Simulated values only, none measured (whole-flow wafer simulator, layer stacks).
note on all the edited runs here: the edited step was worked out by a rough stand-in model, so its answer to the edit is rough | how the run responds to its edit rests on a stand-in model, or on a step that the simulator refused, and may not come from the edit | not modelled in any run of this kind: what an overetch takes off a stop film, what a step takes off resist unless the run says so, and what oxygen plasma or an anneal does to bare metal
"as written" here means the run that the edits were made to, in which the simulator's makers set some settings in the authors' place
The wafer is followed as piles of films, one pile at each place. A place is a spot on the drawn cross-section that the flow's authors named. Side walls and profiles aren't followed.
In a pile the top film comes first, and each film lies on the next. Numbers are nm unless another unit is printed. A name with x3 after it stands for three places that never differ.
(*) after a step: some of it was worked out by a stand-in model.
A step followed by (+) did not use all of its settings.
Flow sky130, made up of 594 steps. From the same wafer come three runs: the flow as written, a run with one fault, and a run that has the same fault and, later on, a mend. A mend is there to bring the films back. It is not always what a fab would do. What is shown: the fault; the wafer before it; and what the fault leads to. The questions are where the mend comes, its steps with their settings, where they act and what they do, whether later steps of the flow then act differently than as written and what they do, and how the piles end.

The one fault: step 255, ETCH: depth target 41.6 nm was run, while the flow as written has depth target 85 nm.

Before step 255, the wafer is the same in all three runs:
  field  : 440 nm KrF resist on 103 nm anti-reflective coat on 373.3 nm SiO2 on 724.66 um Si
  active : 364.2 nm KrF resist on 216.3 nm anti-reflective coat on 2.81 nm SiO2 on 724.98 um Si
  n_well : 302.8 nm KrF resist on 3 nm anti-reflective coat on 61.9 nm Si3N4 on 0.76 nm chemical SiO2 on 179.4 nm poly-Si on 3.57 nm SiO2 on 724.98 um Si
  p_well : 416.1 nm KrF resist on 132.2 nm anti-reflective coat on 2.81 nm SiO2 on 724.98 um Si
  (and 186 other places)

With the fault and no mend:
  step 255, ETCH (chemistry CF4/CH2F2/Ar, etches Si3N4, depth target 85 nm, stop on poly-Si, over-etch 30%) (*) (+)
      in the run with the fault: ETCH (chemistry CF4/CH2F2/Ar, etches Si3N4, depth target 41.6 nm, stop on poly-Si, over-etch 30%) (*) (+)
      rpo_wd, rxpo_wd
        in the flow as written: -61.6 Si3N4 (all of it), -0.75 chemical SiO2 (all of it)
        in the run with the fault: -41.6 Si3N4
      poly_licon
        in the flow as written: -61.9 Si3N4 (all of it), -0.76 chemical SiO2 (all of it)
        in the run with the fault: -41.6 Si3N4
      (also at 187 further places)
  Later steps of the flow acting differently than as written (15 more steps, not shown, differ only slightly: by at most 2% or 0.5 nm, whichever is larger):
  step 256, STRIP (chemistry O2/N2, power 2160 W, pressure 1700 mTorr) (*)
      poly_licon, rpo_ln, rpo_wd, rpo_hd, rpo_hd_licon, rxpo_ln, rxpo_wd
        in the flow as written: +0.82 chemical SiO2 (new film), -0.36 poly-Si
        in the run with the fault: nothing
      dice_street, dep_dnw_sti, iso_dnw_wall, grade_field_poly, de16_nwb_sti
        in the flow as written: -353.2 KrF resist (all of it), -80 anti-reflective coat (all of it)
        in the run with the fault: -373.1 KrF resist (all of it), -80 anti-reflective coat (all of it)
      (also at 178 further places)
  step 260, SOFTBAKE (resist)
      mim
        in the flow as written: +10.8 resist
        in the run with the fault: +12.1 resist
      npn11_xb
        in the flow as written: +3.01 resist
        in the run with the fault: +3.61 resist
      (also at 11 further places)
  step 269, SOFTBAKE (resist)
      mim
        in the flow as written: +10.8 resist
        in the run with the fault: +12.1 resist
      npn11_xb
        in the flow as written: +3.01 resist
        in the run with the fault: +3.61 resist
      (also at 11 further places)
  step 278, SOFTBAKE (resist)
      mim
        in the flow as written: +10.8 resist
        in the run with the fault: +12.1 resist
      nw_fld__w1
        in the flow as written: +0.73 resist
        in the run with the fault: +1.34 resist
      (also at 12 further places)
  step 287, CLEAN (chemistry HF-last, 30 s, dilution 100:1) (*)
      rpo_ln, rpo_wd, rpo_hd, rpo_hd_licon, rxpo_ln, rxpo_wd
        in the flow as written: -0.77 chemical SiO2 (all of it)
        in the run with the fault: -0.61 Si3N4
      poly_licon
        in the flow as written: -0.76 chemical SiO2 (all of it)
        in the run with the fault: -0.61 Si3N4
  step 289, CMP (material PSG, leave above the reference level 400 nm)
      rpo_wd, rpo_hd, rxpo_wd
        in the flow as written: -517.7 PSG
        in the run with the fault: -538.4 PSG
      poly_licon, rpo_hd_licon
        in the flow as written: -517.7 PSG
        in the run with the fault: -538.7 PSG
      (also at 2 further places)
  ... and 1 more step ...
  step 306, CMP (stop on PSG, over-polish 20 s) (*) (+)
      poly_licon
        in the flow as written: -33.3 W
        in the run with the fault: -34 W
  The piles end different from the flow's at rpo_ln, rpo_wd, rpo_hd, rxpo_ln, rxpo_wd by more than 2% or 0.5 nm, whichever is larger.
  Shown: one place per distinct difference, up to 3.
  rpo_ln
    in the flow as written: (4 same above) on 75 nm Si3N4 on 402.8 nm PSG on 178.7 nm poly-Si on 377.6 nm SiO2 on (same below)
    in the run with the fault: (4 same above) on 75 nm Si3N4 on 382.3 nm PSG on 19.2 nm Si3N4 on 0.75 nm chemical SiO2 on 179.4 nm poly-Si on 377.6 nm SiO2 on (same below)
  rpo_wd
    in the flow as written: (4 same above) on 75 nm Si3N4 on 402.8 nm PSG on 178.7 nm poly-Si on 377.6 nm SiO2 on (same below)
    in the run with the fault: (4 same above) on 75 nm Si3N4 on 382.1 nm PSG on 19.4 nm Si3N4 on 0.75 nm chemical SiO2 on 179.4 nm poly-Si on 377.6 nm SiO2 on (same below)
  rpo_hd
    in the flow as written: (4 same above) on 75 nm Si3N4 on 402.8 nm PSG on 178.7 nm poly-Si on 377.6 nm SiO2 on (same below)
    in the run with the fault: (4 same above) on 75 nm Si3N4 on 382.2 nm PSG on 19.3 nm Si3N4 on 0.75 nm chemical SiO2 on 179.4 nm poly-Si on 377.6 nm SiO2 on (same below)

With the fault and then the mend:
  After step 255 comes the mend.
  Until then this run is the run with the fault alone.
  step 255a, ETCH (chemistry CF4/CH2F2/Ar, etches Si3N4, depth target 43.4 nm, stop on poly-Si, over-etch 30%) (*) (+) (the flow's step 255, run once more with other settings)
      field, active, n_well and 180 more
        -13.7 KrF resist
      rpo_wd, rxpo_wd
        -20 Si3N4 (all of it), -0.75 chemical SiO2 (all of it)
      poly_licon
        -20.3 Si3N4 (all of it), -0.76 chemical SiO2 (all of it)
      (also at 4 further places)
  Later steps of the flow acting differently than as written:
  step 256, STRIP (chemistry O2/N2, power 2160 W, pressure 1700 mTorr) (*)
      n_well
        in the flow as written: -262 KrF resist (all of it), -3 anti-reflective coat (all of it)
        in the run with the mend: -268.3 KrF resist (all of it), -3 anti-reflective coat (all of it)
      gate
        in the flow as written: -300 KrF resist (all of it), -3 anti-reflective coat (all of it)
        in the run with the mend: -306.2 KrF resist (all of it), -3 anti-reflective coat (all of it)
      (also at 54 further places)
  At every place that both follow, the piles at the end match the flow's.
